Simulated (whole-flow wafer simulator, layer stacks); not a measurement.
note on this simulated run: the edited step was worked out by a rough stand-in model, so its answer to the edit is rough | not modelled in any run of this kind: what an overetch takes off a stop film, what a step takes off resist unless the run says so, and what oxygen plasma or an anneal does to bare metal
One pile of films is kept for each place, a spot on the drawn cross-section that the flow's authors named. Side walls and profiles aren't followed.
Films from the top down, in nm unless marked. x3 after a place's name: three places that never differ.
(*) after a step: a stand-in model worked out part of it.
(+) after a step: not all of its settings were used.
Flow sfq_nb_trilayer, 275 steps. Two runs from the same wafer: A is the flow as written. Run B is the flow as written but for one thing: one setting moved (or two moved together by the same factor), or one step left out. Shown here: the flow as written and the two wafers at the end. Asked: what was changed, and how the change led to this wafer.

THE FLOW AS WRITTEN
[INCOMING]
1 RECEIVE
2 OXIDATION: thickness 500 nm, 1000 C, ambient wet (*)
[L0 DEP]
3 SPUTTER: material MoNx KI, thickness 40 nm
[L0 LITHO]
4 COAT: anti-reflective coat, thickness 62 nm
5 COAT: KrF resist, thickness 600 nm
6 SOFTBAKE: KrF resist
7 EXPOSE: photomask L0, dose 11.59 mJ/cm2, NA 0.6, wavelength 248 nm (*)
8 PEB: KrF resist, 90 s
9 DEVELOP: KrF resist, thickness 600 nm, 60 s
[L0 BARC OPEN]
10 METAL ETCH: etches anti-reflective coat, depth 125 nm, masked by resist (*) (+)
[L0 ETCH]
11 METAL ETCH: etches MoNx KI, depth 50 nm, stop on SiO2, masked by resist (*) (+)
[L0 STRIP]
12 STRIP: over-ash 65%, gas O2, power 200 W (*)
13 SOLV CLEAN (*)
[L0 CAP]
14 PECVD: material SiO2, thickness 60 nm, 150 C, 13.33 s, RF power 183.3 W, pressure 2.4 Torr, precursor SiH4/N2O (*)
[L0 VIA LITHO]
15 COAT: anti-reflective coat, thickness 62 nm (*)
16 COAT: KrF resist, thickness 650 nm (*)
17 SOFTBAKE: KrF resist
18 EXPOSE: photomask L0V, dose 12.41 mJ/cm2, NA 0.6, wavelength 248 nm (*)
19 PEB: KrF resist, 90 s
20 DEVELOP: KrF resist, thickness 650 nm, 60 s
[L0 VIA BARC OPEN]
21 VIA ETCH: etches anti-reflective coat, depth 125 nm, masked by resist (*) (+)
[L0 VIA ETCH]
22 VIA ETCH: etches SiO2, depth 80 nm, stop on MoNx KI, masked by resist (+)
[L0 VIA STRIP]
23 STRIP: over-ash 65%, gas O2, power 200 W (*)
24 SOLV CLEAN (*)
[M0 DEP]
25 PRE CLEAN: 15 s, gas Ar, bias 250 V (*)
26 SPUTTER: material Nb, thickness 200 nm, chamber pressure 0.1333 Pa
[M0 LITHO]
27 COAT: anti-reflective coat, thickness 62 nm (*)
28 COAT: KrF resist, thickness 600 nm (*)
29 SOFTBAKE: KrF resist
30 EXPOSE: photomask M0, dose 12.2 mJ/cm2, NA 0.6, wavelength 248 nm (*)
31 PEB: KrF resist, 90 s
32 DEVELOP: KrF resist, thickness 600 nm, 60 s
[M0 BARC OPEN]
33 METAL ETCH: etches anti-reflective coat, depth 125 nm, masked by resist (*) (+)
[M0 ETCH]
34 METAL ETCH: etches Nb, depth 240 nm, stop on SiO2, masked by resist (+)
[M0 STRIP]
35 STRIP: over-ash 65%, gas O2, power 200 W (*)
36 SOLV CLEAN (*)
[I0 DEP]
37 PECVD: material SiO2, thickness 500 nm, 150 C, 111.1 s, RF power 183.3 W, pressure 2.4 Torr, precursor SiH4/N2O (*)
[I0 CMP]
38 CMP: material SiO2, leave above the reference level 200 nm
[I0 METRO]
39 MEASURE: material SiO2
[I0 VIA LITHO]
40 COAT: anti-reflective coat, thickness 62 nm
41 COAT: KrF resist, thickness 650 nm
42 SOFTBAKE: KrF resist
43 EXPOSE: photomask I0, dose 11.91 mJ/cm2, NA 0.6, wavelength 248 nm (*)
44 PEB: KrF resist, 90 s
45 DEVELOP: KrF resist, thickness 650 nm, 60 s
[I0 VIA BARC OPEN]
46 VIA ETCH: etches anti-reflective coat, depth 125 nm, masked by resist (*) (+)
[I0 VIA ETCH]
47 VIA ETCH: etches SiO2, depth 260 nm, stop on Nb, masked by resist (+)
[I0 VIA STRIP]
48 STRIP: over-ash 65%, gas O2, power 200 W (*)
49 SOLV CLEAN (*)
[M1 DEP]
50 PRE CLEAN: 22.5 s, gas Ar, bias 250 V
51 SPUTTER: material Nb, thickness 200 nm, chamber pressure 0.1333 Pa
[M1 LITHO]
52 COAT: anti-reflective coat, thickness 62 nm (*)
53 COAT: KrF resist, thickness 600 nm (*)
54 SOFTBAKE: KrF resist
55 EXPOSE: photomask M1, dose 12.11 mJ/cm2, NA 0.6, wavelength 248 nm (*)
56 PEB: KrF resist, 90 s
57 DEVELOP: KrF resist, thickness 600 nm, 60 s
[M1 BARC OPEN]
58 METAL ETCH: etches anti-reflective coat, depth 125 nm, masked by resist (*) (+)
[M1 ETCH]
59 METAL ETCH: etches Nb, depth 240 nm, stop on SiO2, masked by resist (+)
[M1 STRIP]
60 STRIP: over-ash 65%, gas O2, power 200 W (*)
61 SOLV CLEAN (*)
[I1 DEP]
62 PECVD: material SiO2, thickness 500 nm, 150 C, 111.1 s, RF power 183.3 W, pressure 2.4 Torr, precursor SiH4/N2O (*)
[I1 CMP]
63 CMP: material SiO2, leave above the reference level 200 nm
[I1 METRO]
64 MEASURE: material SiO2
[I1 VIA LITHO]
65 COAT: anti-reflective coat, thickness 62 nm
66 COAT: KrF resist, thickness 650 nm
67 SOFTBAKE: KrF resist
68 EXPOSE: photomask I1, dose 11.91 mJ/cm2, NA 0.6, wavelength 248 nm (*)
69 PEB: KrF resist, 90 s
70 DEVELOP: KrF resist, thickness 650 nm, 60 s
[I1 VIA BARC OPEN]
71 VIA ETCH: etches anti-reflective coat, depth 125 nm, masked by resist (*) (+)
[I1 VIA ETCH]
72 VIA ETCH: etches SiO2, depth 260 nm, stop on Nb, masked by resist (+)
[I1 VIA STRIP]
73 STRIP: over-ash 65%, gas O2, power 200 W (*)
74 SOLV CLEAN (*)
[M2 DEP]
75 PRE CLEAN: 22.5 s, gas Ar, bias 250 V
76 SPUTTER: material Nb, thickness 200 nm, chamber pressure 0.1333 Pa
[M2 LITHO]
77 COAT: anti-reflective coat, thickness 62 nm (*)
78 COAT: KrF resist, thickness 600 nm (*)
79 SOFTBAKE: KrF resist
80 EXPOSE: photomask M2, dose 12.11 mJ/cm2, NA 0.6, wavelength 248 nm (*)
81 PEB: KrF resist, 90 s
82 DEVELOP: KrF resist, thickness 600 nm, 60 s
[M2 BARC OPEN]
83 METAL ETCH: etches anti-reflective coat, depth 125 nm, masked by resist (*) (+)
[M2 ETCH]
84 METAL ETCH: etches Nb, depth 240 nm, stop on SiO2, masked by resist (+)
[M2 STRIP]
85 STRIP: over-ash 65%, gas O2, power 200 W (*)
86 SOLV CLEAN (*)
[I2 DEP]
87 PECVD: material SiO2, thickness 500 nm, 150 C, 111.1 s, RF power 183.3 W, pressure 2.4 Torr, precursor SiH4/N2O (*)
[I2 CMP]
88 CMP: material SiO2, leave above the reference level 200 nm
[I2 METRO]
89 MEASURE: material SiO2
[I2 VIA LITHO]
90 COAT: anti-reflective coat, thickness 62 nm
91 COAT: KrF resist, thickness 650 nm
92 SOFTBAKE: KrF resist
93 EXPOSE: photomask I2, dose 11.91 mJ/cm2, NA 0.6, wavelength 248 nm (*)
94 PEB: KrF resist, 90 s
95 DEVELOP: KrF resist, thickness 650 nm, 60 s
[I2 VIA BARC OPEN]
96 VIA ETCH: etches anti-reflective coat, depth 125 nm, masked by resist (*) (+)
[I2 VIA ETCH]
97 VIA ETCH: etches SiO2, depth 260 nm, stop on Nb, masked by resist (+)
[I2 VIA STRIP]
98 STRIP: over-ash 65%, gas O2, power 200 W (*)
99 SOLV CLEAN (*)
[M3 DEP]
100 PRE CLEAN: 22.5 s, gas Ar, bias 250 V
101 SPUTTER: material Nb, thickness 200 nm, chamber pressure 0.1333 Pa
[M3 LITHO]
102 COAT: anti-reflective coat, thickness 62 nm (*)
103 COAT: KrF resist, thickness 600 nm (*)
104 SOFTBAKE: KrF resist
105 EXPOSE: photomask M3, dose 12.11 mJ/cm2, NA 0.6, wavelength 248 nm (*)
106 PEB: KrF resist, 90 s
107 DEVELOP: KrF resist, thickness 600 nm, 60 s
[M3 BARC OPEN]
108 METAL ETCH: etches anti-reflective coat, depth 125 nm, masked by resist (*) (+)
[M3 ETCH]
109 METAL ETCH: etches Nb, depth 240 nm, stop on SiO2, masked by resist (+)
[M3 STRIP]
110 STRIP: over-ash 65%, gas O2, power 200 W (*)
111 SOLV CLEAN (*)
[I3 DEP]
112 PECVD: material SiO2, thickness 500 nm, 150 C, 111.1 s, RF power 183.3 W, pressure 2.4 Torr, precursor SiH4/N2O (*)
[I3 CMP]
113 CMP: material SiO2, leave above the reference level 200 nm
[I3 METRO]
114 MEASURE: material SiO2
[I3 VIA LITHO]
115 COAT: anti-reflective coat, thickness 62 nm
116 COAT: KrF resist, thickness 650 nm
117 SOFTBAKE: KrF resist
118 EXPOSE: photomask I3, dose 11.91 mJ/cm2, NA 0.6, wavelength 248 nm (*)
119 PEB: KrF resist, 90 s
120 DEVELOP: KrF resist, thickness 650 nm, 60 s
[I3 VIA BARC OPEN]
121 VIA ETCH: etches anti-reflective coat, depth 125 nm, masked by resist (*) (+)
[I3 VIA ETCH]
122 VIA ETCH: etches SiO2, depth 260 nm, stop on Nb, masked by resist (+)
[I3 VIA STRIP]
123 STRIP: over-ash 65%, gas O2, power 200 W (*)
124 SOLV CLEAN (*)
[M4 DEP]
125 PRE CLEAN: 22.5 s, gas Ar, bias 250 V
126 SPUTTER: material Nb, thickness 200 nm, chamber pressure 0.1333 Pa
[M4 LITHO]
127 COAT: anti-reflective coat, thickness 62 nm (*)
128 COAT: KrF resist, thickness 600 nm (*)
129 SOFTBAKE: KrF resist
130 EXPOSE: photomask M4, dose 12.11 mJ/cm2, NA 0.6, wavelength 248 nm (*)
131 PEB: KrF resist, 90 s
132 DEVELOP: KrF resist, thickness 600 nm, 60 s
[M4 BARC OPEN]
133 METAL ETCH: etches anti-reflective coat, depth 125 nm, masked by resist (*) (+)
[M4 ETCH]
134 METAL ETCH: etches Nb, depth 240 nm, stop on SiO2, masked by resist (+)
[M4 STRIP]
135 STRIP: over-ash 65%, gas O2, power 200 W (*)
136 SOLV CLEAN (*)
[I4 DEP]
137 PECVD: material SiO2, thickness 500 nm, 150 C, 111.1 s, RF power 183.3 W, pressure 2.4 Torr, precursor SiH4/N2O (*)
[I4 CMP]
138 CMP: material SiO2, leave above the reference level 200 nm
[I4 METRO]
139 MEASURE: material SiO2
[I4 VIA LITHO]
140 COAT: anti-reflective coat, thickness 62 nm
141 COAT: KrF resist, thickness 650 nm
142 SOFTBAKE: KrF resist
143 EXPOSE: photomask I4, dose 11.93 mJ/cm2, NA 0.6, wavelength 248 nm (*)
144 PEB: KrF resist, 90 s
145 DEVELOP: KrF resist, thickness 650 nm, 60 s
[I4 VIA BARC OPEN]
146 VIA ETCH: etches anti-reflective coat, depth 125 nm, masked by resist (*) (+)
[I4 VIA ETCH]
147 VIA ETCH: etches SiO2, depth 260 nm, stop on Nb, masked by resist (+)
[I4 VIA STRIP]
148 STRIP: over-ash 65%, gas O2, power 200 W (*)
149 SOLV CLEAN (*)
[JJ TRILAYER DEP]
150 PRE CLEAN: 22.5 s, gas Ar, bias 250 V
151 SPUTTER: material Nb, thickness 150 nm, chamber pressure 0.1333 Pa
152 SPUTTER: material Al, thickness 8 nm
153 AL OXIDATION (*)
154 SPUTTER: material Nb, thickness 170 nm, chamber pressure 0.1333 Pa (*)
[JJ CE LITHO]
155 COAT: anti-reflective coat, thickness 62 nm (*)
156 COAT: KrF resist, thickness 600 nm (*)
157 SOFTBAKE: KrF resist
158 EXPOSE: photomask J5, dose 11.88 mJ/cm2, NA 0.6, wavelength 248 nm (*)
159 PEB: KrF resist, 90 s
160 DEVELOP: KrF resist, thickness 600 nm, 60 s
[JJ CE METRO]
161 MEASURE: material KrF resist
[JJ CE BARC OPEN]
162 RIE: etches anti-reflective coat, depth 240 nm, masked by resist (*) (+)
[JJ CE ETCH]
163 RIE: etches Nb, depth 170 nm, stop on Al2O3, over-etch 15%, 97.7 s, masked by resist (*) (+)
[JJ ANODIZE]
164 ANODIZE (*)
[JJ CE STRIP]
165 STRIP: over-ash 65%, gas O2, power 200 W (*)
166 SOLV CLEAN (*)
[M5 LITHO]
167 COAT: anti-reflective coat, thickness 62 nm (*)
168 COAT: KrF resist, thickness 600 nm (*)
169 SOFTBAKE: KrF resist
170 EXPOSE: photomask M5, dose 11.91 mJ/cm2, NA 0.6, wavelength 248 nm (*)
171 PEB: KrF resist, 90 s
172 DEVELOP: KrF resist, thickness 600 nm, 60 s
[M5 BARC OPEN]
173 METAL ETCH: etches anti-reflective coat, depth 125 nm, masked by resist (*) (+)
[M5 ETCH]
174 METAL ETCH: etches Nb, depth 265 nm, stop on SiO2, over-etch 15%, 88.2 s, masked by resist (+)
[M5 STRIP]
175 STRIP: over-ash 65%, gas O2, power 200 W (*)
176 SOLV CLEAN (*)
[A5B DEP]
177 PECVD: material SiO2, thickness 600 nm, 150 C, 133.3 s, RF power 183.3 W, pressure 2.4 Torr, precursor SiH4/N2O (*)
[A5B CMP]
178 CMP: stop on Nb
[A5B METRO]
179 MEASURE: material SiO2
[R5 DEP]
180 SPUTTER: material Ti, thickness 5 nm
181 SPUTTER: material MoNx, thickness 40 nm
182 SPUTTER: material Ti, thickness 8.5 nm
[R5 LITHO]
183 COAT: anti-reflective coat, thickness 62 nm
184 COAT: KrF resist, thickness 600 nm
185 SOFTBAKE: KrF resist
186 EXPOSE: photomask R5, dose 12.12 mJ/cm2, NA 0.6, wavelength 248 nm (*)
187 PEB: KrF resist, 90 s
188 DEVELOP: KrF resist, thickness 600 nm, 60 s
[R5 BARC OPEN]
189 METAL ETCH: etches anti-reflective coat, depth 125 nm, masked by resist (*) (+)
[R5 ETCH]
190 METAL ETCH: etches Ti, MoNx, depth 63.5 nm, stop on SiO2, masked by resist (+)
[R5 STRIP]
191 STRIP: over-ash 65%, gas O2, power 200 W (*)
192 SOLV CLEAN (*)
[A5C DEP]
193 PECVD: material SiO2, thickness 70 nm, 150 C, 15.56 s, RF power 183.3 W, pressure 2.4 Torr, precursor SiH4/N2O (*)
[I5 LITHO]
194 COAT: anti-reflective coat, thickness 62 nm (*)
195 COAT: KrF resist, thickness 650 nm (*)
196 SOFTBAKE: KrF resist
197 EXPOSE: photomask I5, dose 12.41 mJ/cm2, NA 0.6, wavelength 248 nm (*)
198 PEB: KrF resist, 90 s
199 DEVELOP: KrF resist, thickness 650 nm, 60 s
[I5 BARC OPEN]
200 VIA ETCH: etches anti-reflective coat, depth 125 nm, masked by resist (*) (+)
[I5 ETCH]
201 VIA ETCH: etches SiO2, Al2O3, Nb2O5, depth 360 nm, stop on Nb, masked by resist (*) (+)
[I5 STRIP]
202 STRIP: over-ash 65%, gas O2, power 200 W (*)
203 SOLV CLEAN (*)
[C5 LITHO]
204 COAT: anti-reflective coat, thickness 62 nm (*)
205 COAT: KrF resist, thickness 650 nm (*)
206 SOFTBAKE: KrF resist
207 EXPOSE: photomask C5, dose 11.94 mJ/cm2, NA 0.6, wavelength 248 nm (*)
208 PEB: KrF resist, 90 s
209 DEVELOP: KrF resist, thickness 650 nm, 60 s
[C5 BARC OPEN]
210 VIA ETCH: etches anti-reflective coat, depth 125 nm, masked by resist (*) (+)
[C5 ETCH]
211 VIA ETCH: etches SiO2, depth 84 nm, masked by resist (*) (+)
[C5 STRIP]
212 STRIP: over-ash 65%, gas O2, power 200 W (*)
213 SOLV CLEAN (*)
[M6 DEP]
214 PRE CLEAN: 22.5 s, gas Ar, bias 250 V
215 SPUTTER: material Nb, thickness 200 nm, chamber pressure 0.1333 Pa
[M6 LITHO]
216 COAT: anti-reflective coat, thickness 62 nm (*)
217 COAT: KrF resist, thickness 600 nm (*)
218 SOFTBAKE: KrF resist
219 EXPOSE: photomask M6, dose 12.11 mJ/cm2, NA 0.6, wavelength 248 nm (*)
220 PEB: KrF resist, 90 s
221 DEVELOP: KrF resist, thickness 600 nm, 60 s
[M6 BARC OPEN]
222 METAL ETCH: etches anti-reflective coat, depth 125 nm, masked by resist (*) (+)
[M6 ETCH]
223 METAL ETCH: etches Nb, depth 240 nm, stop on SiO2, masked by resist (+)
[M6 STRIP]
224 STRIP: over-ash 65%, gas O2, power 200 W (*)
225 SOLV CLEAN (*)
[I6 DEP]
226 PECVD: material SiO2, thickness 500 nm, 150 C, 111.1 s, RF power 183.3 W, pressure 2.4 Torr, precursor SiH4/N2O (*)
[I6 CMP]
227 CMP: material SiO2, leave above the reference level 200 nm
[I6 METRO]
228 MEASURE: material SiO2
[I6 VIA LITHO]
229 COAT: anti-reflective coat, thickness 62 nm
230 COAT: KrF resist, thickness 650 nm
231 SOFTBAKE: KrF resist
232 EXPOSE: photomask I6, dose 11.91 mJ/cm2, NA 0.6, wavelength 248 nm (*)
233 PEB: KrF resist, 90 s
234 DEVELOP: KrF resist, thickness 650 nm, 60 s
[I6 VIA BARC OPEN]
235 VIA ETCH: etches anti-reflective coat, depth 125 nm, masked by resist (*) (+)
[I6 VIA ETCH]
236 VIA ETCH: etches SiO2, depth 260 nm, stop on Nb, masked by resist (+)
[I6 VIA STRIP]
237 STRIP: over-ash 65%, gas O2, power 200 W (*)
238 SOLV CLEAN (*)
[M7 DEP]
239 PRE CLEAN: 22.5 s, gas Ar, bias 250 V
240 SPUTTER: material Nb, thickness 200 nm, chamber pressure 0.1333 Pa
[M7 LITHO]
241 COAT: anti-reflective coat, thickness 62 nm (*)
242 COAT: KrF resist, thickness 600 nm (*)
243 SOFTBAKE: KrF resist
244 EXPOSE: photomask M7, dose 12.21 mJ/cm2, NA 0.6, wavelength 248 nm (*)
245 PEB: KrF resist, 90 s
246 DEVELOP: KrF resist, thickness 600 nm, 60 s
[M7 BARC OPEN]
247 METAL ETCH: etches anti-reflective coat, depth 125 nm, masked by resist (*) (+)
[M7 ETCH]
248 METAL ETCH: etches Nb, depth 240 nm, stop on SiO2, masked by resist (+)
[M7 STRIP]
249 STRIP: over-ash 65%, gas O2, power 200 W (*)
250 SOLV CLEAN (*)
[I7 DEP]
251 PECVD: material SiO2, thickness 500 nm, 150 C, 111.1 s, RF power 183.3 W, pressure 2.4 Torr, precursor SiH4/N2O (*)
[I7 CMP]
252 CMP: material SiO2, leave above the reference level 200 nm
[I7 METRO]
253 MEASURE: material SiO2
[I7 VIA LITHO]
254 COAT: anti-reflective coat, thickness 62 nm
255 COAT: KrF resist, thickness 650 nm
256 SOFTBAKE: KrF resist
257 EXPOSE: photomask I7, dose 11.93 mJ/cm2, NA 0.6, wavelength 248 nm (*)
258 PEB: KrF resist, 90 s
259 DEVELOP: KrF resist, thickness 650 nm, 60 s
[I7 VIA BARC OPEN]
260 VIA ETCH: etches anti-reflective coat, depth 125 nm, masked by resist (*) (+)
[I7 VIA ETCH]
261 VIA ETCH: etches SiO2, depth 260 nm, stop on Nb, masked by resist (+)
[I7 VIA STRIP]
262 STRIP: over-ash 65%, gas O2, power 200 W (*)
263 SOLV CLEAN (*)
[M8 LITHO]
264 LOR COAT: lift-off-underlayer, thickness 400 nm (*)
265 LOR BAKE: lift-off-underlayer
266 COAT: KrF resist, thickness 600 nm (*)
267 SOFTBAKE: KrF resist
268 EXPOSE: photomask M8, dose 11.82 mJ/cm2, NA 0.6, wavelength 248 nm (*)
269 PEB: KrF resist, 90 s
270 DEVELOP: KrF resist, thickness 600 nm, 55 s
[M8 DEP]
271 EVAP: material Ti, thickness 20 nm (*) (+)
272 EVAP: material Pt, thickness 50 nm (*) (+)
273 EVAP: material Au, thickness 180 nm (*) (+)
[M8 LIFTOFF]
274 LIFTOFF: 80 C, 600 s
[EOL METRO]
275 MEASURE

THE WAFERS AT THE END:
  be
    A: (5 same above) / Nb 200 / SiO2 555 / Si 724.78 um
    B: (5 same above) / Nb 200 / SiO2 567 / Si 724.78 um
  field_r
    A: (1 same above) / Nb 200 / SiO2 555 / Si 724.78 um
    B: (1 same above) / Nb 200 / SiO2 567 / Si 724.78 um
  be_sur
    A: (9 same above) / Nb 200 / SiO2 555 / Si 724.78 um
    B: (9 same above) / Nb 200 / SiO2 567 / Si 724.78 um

The cause: step 14, PECVD: thickness 72 nm was run, where the flow has thickness 60 nm; step 14, PECVD: 16 s was run, where the flow has 13.33 s.

How the change led to this, step by step:
  14 PECVD: material SiO2, thickness 60 nm, 150 C, 13.33 s, RF power 183.3 W, pressure 2.4 Torr, precursor SiH4/N2O (*)
      v_sur, via_wl, via_w and 97 more: A SiO2 +60 | B SiO2 +72
      field_l, l0_sur, l0v, l0r_line_l, l0r_line_c, l0r_line_r: A SiO2 +60 (new film) | B SiO2 +72 (new film)
  22 VIA ETCH: etches SiO2, depth 80 nm, stop on MoNx KI, masked by resist (+)
      l0v: A SiO2 -59.8 (all of it) | B SiO2 -71.8 (all of it)
  27 COAT: anti-reflective coat, thickness 62 nm (*)
      l0_sur: A anti-reflective coat +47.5 (new film) | B anti-reflective coat +46.3 (new film)
      l0v: A anti-reflective coat +78 (new film) | B anti-reflective coat +81.1 (new film)
  35 STRIP: over-ash 65%, gas O2, power 200 W (*)
      l0_sur: A KrF resist -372 (all of it), anti-reflective coat -47.5 (all of it) | B KrF resist -371 (all of it), anti-reflective coat -46.3 (all of it)
      l0v: A KrF resist -405.3 (all of it), anti-reflective coat -78 (all of it) | B KrF resist -413.2 (all of it), anti-reflective coat -81.1 (all of it)
  38 CMP: material SiO2, leave above the reference level 200 nm
      l0v: A SiO2 -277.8 | B SiO2 -263.7
